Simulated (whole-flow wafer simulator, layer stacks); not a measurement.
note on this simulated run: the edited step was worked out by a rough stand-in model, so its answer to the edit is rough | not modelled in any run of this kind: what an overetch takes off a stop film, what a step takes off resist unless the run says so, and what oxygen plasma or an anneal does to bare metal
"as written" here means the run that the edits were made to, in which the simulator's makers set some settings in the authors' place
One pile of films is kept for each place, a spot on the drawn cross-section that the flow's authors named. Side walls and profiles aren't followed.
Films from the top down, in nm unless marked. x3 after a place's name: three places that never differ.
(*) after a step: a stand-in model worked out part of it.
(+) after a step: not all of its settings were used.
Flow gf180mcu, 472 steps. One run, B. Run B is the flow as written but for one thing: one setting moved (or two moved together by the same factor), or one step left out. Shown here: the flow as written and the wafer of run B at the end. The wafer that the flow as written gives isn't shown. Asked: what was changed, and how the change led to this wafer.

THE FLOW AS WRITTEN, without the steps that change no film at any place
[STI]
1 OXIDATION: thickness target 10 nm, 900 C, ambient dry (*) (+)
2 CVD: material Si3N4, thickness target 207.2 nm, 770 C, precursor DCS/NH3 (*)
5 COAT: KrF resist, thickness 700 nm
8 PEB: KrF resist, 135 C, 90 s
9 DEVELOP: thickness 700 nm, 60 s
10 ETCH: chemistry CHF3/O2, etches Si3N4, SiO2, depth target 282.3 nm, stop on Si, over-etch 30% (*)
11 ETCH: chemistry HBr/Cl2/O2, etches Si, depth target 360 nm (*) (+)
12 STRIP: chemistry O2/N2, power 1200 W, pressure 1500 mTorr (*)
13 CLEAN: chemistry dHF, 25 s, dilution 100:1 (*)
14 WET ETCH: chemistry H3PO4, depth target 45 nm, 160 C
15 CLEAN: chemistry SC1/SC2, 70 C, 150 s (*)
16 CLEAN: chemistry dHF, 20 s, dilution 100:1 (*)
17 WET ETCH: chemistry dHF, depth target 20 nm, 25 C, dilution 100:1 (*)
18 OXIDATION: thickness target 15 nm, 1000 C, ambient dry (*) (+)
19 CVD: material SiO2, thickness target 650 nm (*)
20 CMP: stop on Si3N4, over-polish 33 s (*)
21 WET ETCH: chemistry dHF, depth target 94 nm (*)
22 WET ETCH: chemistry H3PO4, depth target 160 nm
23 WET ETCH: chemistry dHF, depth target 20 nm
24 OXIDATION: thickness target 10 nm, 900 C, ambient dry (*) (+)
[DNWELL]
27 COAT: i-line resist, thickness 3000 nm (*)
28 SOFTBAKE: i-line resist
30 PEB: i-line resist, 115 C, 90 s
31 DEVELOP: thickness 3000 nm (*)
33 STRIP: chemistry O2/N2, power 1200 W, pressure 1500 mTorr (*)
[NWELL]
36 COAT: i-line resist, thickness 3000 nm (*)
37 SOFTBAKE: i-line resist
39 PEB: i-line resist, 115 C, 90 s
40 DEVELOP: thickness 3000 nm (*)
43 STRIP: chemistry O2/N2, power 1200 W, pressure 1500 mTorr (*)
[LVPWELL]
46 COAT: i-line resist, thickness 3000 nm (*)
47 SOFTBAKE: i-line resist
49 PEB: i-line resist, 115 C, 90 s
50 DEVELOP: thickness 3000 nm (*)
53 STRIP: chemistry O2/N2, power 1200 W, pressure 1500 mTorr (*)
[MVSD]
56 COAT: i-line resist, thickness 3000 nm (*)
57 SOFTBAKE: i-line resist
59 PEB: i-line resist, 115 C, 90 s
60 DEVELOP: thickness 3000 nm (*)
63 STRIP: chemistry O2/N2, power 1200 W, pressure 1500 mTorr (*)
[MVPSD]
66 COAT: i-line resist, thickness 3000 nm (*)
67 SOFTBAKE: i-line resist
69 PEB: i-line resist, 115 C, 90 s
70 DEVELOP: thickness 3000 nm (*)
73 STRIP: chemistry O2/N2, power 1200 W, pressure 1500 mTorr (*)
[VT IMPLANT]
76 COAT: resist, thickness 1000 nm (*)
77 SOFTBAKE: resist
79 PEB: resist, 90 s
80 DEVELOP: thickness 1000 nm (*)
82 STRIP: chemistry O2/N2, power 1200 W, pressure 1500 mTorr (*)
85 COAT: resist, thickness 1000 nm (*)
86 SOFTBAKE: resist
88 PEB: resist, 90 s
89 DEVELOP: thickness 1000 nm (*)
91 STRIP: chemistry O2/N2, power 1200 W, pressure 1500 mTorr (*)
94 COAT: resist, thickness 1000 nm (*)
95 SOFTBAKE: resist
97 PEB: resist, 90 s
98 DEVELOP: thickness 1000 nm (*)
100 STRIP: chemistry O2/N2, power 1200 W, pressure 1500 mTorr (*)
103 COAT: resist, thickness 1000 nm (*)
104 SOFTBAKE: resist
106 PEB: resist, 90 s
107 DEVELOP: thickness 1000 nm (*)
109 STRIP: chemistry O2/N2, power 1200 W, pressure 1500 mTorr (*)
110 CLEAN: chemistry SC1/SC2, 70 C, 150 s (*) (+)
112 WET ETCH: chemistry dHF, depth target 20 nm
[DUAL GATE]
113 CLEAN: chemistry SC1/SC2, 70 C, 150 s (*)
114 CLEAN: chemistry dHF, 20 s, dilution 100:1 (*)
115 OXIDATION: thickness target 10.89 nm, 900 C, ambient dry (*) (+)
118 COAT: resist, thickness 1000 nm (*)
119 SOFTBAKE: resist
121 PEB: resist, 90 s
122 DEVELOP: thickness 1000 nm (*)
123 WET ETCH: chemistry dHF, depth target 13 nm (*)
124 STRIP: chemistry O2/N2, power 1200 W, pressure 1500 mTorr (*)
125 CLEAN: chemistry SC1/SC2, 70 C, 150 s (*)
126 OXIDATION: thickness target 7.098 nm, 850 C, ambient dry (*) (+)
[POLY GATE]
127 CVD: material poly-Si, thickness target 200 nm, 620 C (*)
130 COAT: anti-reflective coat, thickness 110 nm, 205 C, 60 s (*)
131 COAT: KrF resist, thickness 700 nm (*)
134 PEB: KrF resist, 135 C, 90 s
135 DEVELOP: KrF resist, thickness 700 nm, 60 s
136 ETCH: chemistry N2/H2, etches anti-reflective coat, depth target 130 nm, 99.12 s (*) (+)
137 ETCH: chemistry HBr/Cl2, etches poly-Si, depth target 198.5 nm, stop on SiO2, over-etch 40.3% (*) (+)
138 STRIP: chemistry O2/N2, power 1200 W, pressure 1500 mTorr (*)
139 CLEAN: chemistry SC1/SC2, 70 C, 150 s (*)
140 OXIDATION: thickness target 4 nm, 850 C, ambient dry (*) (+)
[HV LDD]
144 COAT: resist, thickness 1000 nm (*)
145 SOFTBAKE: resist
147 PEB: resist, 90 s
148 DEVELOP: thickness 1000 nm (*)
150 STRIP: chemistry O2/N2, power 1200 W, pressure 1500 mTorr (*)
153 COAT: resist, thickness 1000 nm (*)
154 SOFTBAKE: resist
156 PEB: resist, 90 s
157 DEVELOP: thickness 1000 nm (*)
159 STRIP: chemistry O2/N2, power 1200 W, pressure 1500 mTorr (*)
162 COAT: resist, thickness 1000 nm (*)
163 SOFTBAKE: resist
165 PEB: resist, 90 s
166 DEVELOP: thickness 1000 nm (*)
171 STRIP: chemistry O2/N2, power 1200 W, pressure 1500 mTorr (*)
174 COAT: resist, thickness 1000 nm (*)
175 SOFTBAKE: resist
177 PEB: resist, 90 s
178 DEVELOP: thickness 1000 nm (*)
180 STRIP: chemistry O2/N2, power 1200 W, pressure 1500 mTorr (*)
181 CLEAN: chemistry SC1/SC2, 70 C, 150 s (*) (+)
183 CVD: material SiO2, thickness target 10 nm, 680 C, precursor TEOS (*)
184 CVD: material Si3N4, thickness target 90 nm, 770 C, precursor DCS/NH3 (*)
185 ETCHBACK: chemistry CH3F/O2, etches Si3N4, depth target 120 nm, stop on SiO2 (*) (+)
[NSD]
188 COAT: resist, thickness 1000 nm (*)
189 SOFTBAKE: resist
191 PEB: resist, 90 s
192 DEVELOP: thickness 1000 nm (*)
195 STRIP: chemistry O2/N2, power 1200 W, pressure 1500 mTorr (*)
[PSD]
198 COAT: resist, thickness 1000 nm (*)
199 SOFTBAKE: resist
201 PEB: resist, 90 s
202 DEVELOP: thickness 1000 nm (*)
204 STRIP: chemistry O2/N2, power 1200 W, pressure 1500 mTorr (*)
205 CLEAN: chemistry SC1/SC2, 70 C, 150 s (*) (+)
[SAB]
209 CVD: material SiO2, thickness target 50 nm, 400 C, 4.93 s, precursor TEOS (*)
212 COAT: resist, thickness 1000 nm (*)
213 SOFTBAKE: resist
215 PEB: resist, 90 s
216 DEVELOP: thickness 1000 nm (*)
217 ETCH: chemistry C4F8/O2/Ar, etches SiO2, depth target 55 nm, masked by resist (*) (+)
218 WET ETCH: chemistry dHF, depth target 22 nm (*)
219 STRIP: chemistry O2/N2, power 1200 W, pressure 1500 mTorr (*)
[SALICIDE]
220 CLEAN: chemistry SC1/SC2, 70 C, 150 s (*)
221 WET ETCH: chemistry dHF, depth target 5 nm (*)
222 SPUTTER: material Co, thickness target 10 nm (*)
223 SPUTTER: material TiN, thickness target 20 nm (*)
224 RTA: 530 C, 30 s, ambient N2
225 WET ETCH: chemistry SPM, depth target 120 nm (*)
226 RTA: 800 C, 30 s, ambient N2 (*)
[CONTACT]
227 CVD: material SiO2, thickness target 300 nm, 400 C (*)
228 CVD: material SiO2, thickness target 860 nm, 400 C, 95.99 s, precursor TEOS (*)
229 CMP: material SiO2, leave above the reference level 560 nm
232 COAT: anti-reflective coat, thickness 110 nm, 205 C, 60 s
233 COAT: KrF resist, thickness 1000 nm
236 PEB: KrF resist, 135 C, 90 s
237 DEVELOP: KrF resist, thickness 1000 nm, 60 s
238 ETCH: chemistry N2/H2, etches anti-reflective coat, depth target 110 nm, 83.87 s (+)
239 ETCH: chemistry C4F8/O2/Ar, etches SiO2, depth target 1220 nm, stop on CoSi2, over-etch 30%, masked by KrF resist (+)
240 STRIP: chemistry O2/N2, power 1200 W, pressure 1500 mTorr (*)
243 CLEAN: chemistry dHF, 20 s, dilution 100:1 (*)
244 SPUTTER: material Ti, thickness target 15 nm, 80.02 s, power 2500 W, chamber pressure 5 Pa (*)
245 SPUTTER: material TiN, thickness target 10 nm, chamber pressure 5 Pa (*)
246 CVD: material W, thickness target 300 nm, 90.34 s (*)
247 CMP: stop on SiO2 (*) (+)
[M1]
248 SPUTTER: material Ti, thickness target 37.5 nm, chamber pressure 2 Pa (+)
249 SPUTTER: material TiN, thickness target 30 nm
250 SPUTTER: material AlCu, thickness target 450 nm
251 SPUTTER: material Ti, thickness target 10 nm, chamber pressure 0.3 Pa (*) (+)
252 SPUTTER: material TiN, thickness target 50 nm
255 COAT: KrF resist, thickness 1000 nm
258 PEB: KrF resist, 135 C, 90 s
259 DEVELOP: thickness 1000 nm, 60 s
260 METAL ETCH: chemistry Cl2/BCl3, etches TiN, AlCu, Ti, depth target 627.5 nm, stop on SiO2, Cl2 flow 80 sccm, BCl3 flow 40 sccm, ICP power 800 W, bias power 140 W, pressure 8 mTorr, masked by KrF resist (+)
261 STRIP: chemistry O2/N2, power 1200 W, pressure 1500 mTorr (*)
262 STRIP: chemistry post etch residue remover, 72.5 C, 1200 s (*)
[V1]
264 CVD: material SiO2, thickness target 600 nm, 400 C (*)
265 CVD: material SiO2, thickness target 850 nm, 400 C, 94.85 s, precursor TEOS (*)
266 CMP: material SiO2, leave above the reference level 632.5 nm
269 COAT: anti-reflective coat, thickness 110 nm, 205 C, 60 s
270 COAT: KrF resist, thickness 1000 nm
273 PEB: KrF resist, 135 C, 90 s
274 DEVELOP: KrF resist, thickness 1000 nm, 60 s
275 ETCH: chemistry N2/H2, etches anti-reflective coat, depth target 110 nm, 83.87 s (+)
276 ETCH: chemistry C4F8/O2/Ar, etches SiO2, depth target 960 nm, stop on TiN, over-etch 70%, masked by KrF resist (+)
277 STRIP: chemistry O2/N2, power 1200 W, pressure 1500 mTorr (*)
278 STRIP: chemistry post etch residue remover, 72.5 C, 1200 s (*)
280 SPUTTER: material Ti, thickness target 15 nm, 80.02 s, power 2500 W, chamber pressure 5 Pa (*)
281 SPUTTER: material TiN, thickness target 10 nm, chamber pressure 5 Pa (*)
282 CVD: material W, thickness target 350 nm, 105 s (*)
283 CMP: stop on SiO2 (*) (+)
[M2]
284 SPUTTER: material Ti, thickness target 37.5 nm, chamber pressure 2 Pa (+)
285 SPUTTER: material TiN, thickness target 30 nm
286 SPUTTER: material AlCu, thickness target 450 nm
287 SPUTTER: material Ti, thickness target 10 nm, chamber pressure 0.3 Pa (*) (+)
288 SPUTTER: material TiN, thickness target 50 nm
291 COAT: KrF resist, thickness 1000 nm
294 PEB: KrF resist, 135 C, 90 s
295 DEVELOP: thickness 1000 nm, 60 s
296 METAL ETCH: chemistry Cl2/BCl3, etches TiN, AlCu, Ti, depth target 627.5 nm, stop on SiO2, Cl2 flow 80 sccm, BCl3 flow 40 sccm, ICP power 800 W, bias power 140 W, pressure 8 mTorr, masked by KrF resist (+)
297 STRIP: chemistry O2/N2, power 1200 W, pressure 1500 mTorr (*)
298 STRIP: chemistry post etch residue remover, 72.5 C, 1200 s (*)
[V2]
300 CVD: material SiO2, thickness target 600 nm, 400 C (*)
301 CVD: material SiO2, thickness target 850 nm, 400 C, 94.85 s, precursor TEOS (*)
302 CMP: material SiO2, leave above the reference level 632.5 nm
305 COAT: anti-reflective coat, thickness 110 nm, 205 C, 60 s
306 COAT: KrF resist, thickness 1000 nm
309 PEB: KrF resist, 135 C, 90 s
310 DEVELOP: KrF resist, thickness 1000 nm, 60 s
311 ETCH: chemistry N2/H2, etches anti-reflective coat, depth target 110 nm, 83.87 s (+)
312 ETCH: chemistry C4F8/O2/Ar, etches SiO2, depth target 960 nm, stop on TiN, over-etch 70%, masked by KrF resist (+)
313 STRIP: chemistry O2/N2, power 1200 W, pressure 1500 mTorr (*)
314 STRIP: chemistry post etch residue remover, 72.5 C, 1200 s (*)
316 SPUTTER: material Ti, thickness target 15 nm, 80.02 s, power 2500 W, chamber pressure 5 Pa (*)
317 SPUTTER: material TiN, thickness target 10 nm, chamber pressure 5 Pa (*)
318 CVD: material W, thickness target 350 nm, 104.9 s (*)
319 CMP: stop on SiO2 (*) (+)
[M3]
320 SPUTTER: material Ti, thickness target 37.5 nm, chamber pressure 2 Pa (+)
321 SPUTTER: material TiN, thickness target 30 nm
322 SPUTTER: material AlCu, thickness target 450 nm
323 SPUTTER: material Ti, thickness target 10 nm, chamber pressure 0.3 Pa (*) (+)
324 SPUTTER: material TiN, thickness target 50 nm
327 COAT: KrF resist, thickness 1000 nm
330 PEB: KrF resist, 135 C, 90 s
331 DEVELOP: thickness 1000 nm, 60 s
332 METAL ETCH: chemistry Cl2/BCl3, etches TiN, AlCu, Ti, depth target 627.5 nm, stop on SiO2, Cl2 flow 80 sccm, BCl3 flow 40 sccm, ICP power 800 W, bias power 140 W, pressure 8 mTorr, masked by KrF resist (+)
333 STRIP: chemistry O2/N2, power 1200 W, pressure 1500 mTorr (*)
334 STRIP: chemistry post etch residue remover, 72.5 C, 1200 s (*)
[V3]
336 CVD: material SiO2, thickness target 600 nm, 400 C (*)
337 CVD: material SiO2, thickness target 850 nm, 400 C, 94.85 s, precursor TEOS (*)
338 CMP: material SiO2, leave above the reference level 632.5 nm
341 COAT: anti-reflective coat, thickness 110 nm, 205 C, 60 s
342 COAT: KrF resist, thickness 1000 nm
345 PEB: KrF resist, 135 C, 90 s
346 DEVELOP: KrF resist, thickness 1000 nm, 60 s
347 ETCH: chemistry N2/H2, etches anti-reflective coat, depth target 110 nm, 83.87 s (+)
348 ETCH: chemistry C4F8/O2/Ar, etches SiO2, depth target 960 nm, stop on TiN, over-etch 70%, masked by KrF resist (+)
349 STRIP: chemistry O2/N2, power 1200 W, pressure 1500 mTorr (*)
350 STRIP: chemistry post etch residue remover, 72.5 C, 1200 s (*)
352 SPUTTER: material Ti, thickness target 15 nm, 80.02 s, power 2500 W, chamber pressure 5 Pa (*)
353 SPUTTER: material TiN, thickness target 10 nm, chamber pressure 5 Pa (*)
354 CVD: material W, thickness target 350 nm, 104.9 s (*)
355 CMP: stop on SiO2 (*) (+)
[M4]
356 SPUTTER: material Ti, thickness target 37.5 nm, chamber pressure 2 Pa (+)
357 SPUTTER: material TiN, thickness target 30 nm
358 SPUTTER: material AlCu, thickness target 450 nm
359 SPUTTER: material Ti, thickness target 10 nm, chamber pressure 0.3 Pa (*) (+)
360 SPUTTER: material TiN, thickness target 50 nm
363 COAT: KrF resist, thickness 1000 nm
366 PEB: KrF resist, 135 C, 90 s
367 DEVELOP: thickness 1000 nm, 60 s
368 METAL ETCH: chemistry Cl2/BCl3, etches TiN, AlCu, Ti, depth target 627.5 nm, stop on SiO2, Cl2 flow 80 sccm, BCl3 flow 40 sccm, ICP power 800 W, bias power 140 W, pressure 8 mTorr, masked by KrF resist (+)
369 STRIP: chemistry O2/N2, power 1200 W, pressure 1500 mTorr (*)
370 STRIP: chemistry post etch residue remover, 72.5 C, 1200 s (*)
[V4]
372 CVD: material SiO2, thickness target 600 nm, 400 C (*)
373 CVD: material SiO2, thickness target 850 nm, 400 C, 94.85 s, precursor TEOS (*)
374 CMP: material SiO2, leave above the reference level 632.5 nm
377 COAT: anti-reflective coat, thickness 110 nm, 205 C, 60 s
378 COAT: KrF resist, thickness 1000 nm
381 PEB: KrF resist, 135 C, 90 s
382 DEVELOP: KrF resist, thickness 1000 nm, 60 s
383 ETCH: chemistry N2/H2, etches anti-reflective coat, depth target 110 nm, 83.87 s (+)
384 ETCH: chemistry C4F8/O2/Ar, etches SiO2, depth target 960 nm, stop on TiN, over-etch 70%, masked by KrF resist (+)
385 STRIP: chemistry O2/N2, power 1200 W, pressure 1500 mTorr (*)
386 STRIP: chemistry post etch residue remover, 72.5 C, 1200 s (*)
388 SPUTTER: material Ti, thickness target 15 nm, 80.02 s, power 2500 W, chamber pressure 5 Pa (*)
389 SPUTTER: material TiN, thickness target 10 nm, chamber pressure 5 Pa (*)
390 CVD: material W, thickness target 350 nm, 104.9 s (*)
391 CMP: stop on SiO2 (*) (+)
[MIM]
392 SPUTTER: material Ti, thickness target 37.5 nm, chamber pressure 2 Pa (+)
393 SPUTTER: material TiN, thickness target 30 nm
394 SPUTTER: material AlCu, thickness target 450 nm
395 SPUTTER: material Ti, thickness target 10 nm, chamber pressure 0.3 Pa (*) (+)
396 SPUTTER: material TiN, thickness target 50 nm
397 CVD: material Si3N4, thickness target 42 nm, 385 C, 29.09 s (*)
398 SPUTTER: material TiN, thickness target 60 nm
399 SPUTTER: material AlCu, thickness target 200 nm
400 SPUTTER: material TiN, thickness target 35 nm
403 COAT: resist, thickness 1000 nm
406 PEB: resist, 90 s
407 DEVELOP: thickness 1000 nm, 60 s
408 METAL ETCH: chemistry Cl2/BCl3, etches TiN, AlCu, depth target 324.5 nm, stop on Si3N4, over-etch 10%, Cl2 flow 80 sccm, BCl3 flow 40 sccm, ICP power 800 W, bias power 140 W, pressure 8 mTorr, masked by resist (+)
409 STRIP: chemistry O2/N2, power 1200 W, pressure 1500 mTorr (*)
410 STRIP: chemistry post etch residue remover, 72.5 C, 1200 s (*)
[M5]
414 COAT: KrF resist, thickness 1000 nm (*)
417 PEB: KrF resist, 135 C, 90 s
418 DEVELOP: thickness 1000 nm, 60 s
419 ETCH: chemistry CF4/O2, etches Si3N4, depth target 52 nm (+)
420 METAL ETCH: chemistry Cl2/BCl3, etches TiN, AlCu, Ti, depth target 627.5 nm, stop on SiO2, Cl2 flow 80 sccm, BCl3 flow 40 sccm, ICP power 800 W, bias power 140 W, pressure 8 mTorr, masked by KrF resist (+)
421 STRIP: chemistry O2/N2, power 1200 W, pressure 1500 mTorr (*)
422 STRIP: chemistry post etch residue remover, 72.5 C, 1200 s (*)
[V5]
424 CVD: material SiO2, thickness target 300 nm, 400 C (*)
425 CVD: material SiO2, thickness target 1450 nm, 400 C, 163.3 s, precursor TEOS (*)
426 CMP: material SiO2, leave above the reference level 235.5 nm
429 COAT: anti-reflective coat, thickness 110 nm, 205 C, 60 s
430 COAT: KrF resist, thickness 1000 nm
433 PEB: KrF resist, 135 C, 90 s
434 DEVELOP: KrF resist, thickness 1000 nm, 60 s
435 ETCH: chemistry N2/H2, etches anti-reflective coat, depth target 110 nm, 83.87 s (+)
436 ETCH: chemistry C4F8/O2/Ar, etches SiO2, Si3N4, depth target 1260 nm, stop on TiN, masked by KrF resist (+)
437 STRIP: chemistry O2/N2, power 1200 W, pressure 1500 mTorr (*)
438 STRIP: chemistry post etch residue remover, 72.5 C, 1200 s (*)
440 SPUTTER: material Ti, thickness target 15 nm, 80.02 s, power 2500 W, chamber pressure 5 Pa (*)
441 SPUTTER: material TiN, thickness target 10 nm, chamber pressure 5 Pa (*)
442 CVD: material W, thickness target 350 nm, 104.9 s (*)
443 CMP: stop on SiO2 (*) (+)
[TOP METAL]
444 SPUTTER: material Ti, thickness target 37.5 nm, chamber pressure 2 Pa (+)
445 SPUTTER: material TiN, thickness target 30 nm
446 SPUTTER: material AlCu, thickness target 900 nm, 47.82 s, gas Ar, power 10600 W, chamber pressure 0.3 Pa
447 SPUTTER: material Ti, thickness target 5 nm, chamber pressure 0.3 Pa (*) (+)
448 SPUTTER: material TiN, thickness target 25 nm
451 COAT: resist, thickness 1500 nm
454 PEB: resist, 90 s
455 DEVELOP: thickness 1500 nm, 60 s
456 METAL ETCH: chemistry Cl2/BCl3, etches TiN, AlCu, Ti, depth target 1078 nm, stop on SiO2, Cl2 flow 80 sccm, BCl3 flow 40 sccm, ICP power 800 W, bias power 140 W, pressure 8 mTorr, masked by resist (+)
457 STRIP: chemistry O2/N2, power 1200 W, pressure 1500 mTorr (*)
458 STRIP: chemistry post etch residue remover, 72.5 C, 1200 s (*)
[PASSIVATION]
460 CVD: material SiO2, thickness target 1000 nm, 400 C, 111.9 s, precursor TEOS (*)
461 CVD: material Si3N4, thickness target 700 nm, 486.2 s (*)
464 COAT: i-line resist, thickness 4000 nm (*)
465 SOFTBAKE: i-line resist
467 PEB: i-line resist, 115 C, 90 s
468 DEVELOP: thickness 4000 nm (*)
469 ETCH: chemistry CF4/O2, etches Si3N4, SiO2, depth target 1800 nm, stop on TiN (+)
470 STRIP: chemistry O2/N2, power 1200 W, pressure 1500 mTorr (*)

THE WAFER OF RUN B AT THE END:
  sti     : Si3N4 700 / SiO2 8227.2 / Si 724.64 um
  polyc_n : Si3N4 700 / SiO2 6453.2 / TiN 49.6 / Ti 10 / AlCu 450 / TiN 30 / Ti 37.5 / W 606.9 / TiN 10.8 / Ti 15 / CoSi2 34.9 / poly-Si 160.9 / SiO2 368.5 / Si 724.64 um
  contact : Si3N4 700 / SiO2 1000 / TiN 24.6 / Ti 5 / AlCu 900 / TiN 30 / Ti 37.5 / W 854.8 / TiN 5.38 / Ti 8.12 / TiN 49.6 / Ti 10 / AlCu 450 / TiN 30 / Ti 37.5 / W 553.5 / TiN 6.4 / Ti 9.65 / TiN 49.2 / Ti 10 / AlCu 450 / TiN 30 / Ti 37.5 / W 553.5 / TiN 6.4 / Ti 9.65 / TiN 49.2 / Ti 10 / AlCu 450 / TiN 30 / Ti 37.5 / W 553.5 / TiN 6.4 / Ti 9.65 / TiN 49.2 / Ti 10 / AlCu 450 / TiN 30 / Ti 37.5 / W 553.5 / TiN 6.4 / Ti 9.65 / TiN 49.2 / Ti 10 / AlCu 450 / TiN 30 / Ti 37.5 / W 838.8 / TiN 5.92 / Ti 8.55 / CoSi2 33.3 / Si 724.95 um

The cause: step 245, SPUTTER: thickness target 10.8 nm was run, where the flow has thickness target 10 nm.
It can be read off the wafer: polyc_n has TiN 10.8, and step 245 as written asks for 10 nm.

How the change led to this, step by step:
  245 SPUTTER: material TiN, thickness target 10 nm, chamber pressure 5 Pa (*)
      field, field__w1, field__w2 and 107 more: TiN +10.8 (new film) (as written it would be: TiN +10 (new film))
  247 CMP: stop on SiO2 (*) (+)
      field, field__w1, field__w2 and 105 more: W -300 (all of it), TiN -10.8 (all of it), Ti -15 (all of it), SiO2 -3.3 (as written it would be: W -300 (all of it), TiN -10 (all of it), Ti -15 (all of it), SiO2 -3.29)
